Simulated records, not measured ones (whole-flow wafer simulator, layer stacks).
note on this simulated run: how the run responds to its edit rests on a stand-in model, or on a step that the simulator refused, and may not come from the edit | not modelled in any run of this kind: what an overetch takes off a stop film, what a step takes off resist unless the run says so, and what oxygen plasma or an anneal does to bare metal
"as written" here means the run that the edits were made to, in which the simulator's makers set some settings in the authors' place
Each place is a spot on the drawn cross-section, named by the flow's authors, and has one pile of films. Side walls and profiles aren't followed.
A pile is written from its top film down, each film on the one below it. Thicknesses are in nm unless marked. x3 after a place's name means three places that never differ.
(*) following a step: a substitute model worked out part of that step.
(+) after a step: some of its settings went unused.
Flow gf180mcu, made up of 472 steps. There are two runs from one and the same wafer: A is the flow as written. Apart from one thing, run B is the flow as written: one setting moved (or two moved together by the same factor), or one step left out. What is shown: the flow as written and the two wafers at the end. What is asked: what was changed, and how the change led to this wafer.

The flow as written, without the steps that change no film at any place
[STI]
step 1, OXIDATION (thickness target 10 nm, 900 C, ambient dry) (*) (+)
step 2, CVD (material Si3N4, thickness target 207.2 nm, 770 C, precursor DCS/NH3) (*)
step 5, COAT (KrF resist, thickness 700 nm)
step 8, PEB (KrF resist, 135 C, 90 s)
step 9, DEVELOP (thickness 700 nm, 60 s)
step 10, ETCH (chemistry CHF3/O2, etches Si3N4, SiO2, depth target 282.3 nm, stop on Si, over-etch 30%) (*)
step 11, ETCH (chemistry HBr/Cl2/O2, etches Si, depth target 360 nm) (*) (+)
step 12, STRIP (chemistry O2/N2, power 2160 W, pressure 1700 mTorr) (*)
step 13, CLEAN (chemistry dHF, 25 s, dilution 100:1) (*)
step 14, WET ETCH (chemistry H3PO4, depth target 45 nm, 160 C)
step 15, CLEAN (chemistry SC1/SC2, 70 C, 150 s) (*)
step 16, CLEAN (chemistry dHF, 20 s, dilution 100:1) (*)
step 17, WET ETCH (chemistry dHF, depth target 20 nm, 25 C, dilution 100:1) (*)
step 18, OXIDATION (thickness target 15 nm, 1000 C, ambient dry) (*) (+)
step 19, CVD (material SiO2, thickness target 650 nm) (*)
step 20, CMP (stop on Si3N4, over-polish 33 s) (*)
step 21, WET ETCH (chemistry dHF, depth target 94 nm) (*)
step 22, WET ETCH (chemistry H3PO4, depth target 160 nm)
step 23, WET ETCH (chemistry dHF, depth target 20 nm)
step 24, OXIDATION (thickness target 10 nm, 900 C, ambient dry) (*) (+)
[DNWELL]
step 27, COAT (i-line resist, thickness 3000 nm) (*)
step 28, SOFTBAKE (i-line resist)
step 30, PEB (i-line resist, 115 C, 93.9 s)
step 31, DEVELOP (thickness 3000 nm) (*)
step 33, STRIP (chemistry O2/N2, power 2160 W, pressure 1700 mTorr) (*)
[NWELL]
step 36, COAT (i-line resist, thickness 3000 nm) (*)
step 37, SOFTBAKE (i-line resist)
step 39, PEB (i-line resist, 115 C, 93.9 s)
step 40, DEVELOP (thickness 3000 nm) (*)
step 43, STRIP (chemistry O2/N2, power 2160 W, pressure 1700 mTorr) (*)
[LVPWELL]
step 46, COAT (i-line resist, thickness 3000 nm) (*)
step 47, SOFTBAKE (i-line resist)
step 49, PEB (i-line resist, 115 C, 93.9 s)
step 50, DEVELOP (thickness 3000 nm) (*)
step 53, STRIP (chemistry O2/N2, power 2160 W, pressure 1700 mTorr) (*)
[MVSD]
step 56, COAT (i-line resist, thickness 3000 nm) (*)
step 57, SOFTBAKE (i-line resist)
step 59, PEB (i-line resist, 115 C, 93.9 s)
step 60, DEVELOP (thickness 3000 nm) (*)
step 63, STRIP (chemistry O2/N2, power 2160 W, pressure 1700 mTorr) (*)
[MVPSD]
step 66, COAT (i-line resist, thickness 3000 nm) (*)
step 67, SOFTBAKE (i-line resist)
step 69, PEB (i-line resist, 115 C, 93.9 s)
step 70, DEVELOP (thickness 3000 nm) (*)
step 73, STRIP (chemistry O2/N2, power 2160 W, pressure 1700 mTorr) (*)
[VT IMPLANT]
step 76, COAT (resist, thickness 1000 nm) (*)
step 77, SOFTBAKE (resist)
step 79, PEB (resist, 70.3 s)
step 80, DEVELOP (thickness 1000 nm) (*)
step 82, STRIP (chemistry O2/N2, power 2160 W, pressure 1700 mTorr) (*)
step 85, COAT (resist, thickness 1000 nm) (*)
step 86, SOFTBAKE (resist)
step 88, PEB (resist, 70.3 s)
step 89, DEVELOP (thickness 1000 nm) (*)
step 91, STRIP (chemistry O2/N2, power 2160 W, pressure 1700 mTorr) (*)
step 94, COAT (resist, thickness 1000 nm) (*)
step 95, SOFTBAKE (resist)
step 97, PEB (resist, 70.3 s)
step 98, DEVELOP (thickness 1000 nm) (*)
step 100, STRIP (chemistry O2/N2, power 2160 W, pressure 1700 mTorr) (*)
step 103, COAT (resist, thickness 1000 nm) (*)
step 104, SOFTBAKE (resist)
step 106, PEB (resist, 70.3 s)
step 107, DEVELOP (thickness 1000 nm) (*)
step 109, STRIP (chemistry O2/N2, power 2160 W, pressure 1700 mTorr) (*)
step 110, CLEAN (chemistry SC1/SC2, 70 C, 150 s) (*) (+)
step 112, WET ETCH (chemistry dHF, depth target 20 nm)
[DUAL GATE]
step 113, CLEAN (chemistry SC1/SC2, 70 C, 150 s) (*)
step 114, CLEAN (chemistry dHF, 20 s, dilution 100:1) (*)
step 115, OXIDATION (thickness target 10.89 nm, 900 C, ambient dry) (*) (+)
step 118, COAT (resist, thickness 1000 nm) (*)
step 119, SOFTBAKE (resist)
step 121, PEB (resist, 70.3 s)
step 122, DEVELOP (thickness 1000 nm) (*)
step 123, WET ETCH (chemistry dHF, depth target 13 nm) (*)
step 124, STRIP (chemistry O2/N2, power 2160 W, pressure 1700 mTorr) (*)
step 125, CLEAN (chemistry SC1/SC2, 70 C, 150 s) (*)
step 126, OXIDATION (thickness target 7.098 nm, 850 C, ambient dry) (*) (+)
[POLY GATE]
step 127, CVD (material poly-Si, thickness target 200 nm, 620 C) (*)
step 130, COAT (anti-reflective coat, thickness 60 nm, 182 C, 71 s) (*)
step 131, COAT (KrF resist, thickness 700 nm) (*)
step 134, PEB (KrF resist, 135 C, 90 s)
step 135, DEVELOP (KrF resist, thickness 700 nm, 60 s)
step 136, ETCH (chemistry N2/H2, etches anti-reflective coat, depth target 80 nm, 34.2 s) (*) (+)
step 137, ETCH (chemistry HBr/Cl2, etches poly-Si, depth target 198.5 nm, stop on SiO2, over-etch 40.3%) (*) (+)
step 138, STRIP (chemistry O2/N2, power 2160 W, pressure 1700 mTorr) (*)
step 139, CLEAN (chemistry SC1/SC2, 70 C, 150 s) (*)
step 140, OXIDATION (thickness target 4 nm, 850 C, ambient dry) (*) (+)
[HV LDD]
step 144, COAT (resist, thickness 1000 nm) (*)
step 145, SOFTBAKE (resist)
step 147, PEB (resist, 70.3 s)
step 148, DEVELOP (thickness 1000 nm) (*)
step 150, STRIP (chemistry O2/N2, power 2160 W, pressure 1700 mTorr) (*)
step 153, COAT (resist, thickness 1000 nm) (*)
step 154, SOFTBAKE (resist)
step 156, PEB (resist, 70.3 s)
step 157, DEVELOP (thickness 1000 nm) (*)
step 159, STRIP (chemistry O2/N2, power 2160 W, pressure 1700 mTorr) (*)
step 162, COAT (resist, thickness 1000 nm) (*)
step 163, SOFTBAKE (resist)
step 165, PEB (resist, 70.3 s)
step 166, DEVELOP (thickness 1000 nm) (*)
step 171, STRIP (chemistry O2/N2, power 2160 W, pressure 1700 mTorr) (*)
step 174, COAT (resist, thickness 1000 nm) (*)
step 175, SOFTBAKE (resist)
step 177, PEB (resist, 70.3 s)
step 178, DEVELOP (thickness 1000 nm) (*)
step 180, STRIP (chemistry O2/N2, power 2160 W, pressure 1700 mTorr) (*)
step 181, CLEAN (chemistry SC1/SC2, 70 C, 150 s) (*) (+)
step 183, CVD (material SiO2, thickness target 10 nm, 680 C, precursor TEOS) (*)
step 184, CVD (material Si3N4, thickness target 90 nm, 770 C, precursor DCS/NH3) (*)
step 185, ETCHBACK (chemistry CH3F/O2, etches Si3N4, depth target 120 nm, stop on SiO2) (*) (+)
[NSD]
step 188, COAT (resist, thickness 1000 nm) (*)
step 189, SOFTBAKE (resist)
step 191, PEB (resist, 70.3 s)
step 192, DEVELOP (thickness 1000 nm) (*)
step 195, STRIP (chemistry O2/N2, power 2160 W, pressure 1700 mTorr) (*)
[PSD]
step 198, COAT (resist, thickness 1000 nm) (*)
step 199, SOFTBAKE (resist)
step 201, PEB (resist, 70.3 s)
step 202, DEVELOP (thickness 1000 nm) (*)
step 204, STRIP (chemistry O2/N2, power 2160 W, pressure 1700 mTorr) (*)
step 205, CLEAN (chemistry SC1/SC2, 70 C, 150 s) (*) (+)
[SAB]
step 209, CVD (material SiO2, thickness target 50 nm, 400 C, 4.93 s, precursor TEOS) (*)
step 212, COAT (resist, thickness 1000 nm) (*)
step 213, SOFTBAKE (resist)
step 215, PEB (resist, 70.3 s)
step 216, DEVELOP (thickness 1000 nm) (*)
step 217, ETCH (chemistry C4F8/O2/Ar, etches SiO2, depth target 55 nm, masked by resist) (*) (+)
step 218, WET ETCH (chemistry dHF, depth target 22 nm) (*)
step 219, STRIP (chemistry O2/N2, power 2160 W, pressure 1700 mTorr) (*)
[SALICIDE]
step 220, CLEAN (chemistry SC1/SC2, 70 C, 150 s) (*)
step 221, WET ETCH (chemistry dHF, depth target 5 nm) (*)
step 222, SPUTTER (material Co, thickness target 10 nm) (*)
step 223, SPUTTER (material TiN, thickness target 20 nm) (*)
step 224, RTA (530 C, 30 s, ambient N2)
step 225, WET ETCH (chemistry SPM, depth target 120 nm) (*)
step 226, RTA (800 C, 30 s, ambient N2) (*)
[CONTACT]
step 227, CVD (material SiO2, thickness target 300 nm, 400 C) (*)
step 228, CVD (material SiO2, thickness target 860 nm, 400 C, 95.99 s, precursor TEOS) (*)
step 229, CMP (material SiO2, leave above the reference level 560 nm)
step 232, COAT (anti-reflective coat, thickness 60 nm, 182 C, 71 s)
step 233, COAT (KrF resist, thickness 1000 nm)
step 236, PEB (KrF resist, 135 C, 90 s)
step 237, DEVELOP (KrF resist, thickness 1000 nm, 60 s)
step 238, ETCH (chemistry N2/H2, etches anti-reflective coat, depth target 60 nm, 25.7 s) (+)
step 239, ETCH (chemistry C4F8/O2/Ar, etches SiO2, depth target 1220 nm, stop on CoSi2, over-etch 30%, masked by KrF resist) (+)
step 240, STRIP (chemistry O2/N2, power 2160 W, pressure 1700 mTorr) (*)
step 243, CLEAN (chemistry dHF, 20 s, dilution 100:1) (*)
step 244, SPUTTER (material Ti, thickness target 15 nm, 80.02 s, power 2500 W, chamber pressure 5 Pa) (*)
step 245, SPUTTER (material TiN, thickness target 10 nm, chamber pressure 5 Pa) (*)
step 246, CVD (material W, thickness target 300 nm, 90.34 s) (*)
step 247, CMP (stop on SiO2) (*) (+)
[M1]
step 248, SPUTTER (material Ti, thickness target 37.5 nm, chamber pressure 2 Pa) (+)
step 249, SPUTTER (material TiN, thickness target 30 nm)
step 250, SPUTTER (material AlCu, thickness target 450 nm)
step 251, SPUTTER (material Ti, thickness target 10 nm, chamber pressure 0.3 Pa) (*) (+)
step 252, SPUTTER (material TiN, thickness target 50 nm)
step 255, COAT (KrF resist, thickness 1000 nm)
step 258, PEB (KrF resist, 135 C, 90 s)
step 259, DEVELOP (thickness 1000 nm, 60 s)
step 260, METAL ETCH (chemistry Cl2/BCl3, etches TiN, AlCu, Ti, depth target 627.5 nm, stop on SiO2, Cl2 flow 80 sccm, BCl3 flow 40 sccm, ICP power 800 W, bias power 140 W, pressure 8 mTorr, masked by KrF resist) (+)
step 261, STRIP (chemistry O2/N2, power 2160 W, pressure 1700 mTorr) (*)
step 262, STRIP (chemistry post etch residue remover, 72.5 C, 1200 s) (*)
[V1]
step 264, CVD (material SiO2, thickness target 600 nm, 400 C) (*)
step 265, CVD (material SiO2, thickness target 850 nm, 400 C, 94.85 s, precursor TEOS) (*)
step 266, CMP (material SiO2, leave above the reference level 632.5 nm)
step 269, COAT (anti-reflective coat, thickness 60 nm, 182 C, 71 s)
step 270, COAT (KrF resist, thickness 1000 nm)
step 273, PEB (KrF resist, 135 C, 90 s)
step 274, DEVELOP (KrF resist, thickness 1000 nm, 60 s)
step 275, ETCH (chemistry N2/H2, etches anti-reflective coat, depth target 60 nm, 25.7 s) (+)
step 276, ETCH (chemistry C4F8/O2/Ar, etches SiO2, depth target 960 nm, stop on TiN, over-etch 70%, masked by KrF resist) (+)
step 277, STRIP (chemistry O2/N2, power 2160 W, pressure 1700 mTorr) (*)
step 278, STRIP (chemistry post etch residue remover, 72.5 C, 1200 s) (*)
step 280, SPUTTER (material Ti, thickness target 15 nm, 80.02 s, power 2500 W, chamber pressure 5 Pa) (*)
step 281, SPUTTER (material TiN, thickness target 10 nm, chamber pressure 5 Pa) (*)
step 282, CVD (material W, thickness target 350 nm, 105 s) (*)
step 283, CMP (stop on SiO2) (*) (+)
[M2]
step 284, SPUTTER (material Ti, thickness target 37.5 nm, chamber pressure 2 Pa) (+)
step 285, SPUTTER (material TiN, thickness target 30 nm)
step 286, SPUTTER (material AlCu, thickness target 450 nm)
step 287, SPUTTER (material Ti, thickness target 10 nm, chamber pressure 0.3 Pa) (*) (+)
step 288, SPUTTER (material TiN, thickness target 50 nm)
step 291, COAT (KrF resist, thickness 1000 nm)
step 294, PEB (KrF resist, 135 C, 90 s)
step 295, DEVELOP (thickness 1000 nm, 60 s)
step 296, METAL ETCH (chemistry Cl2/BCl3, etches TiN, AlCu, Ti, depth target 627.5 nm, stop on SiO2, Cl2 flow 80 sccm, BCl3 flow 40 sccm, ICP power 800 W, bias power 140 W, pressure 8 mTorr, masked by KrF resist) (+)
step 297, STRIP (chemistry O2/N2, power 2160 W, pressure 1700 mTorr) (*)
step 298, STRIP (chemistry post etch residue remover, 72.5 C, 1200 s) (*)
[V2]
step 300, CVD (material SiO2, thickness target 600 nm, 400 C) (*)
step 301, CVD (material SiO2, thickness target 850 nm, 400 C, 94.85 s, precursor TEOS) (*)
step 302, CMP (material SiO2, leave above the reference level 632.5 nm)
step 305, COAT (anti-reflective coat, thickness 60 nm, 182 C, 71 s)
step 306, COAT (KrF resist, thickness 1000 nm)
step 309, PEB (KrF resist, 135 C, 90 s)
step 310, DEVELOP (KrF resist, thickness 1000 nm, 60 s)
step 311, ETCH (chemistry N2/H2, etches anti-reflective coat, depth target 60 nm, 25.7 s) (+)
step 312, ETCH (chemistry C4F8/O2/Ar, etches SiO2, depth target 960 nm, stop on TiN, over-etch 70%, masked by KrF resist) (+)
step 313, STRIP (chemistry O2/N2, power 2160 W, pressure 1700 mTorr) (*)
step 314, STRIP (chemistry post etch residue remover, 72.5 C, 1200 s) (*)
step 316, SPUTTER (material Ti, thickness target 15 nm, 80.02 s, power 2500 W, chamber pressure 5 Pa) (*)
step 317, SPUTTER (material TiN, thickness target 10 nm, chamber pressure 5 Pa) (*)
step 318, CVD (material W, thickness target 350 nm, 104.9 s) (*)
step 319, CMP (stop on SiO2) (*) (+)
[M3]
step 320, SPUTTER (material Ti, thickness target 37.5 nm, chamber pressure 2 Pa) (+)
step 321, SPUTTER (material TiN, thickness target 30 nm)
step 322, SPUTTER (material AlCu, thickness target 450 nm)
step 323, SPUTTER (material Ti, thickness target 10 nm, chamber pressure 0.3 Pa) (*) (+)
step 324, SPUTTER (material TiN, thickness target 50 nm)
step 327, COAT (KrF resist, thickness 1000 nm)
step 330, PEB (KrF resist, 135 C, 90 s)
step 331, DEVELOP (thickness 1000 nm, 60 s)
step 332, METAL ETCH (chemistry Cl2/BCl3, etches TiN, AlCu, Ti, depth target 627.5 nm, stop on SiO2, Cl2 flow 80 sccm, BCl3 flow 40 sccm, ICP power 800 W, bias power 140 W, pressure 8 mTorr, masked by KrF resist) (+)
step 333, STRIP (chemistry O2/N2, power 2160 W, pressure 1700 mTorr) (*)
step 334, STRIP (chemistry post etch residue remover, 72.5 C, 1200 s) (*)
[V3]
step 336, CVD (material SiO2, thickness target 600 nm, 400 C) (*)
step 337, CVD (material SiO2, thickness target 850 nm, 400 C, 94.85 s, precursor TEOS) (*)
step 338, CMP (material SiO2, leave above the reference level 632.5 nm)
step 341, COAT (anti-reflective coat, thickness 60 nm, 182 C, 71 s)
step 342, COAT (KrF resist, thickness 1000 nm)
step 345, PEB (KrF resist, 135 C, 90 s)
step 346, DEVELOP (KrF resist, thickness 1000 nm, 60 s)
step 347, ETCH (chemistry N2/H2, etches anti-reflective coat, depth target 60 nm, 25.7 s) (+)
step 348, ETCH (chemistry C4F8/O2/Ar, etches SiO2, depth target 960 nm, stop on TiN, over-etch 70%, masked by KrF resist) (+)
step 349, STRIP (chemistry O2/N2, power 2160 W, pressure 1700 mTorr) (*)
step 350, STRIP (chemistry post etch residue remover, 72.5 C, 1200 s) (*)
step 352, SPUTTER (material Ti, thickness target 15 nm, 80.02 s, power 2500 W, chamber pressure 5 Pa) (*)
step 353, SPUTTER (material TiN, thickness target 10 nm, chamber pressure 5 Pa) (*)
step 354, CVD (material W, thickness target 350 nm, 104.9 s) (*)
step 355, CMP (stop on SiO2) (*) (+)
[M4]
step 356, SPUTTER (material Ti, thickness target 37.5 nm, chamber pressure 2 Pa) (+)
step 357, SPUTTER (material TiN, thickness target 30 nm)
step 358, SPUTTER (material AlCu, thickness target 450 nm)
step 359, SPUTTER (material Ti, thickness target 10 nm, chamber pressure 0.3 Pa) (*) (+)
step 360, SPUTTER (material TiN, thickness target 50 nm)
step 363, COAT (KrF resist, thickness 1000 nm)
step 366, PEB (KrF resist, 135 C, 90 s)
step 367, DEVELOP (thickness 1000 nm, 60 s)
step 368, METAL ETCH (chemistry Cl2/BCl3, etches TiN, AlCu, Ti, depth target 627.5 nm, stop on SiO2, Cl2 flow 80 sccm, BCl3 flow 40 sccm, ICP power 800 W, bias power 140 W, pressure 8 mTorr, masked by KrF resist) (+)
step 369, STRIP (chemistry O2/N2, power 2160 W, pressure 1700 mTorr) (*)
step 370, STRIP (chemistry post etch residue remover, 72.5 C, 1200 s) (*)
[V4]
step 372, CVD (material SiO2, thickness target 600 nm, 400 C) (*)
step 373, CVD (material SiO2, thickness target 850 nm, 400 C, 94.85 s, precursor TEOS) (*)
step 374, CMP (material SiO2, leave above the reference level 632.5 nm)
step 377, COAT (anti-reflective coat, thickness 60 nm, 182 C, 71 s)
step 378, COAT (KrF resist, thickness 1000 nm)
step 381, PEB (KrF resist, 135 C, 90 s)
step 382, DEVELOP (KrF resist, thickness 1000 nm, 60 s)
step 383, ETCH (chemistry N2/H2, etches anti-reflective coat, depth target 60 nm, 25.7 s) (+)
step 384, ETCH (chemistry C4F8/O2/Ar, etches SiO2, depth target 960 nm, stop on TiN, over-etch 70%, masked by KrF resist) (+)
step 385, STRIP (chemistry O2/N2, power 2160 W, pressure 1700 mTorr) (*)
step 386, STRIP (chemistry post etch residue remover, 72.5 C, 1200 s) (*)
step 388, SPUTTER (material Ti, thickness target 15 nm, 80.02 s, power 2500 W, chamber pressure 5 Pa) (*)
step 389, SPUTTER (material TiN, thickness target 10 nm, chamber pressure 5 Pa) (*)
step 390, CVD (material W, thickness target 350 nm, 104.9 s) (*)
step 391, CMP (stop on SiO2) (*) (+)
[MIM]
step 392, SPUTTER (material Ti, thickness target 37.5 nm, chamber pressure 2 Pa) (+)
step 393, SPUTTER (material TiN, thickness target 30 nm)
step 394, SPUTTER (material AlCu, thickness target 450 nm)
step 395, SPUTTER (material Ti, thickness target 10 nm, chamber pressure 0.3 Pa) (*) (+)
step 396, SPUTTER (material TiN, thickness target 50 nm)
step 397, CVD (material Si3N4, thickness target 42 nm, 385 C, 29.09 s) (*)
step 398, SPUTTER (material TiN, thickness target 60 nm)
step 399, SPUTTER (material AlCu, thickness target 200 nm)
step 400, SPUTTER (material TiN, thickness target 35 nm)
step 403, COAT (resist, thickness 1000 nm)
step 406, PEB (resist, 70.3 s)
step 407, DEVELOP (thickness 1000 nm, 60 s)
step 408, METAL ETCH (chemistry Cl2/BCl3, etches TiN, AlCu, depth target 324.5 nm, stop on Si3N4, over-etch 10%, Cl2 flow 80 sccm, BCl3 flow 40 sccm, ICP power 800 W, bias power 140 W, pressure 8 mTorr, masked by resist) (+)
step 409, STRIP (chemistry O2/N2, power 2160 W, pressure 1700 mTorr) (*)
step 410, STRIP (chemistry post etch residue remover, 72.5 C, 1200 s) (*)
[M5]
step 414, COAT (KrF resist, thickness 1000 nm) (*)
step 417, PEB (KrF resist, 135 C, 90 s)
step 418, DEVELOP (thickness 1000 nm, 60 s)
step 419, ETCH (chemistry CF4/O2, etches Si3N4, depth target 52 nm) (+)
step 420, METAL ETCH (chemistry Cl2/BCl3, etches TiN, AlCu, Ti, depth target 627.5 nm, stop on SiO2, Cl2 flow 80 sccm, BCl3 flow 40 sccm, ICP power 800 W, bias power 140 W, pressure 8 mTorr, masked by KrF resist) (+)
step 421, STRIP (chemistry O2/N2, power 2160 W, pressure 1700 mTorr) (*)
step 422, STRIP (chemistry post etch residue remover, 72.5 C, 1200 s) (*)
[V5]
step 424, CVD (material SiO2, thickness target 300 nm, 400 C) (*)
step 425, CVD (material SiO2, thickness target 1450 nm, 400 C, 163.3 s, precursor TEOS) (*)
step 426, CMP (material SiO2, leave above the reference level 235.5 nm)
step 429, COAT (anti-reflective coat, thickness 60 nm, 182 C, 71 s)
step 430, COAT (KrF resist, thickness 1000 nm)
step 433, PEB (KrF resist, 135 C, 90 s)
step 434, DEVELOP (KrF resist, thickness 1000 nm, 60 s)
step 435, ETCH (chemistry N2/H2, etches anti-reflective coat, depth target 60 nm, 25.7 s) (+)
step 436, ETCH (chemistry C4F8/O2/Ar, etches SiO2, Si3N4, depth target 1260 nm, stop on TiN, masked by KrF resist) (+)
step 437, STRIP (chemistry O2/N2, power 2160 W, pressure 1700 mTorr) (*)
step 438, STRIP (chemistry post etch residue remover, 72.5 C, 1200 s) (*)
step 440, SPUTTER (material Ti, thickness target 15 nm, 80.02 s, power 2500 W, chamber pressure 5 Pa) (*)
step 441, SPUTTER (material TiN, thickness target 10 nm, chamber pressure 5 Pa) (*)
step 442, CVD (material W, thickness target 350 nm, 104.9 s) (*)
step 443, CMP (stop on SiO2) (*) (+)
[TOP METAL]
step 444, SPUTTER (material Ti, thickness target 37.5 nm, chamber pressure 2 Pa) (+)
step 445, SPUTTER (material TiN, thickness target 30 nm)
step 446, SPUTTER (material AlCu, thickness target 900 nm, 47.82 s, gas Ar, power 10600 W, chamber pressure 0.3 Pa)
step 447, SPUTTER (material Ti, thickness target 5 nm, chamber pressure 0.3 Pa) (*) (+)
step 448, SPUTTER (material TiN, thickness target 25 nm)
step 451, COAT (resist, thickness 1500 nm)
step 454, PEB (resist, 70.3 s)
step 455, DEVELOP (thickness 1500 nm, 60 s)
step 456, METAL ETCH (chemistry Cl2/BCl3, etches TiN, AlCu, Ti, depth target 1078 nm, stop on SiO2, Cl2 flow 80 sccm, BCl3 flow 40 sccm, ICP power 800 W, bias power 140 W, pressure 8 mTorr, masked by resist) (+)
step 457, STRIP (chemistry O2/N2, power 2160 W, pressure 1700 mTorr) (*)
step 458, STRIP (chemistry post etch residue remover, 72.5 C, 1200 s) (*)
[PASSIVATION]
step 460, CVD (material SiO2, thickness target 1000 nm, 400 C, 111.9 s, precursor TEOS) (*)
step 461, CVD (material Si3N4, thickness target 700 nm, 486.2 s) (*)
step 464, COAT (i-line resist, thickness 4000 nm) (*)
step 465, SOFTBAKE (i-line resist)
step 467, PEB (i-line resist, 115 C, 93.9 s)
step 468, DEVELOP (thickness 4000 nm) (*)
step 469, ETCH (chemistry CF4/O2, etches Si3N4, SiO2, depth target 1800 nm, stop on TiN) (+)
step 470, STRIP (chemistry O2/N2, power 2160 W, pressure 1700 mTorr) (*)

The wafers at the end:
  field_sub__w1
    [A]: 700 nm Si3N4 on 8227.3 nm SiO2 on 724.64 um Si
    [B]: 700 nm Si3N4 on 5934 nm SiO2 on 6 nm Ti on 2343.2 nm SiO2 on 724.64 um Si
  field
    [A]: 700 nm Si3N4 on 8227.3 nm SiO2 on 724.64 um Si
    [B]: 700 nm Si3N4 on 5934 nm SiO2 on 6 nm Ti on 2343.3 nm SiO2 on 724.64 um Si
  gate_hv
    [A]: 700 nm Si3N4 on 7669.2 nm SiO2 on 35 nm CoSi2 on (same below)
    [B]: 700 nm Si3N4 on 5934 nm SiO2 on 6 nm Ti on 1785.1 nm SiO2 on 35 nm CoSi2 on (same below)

Cause: step 286, SPUTTER: thickness target 506 nm was run, whereas the flow has thickness target 450 nm.

The path from the change to this, step by step:
  step 286, SPUTTER (material AlCu, thickness target 450 nm)
      field, field__w1, field__w2 and 108 more: A +450 AlCu (new film) | B +506 AlCu (new film)
  step 296, METAL ETCH (chemistry Cl2/BCl3, etches TiN, AlCu, Ti, depth target 627.5 nm, stop on SiO2, Cl2 flow 80 sccm, BCl3 flow 40 sccm, ICP power 800 W, bias power 140 W, pressure 8 mTorr, masked by KrF resist) (+)
      field, field__w1, field__w2 and 103 more: A -50 TiN (all of it), -10 Ti (all of it), -450 AlCu (all of it), -30 TiN (all of it), -37.5 Ti (all of it) | B -50 TiN (all of it), -10 Ti (all of it), -506 AlCu (all of it), -30 TiN (all of it), -31.5 Ti
  step 300, CVD (material SiO2, thickness target 600 nm, 400 C) (*)
      field, field__w1, field__w2 and 103 more: A +600 SiO2 | B +600 SiO2 (new film)
  step 302, CMP (material SiO2, leave above the reference level 632.5 nm)
      field, field__w1, field__w2 and 103 more: A -300 SiO2 | B -250 SiO2
With metal films that touch counted as one body, field_sub__w1 has 1 body; the flow as written gives 0 bodies.
With metal films that touch counted as one body, field has 1 body; the flow as written gives 0 bodies.
With metal films that touch counted as one body, gate_hv has 2 bodies (between them, from the top down: SiO2 1785.1); the flow as written gives 1 body.
